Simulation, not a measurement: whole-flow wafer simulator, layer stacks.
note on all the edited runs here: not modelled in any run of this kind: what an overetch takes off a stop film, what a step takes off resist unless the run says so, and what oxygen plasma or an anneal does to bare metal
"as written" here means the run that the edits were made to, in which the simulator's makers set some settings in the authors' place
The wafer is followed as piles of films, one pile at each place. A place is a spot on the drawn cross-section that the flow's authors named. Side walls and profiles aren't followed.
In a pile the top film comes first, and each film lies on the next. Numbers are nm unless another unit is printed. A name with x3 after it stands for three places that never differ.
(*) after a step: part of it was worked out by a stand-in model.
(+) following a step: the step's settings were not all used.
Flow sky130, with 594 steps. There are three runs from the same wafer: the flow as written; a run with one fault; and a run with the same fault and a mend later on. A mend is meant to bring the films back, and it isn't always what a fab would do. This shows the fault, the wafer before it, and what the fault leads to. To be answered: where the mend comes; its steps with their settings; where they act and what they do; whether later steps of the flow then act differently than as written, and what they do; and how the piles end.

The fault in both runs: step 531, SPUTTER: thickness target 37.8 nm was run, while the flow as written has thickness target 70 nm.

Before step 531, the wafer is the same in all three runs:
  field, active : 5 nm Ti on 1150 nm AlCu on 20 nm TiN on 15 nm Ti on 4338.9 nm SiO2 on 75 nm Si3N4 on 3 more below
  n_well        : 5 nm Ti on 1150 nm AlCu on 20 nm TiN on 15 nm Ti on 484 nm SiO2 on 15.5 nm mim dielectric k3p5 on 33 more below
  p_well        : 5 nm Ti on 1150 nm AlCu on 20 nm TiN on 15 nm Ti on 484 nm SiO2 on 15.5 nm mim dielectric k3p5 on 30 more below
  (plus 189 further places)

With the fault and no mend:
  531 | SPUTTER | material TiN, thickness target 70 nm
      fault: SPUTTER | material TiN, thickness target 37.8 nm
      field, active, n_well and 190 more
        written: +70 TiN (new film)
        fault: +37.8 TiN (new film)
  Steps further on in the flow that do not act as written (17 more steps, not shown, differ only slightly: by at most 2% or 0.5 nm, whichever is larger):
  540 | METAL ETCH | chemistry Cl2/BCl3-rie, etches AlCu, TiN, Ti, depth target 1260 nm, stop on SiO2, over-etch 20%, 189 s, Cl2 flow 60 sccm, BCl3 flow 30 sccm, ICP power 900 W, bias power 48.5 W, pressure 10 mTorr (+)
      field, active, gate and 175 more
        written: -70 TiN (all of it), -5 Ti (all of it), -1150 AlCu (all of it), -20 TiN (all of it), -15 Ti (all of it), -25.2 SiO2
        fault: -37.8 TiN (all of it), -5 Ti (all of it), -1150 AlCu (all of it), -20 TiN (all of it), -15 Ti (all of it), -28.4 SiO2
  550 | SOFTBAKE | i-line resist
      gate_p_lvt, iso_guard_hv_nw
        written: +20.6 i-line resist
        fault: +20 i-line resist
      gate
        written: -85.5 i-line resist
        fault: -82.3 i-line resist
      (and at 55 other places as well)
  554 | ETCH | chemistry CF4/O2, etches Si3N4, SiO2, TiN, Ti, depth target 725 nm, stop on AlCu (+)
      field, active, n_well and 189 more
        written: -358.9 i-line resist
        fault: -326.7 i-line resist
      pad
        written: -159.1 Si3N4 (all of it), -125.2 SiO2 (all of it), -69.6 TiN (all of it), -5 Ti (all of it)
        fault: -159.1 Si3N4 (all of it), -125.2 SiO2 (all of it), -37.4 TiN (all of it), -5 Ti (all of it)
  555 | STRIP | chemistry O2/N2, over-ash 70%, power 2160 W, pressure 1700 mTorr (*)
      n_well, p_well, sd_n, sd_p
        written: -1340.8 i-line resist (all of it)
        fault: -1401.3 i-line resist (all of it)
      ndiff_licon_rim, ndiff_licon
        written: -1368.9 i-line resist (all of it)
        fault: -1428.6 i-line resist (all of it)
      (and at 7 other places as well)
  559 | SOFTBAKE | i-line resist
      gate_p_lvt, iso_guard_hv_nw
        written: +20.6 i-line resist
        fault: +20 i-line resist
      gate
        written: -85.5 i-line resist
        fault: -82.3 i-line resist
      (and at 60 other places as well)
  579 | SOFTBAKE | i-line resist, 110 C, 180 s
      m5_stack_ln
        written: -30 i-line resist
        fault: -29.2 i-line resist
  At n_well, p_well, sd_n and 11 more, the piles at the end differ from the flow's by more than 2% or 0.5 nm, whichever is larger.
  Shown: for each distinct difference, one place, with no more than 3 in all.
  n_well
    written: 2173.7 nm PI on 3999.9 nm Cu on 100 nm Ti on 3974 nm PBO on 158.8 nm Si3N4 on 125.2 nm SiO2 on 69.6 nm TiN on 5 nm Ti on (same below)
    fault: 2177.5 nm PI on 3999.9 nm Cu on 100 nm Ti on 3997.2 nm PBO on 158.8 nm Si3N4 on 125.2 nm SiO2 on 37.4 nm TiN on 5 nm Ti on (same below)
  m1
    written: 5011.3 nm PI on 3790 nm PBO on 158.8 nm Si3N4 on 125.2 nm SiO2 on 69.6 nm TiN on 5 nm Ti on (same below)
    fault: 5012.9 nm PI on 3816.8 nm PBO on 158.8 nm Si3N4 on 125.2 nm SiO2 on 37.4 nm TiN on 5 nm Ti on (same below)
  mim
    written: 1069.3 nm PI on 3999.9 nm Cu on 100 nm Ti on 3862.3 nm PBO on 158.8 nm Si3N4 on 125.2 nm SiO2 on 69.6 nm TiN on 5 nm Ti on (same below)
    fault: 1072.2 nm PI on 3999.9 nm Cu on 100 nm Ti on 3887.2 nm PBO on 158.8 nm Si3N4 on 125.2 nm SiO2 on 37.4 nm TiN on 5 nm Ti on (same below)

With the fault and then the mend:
  The mend stands after step 531.
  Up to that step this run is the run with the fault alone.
  531a | SPUTTER | material TiN, thickness target 32.2 nm (the flow's step 531 again, with other settings)
      field, active, n_well and 190 more
        +32.2 TiN
  None of the later steps of the flow acts differently than as written at any place that is followed.
  By the end, the piles equal the flow's at every place that both follow.
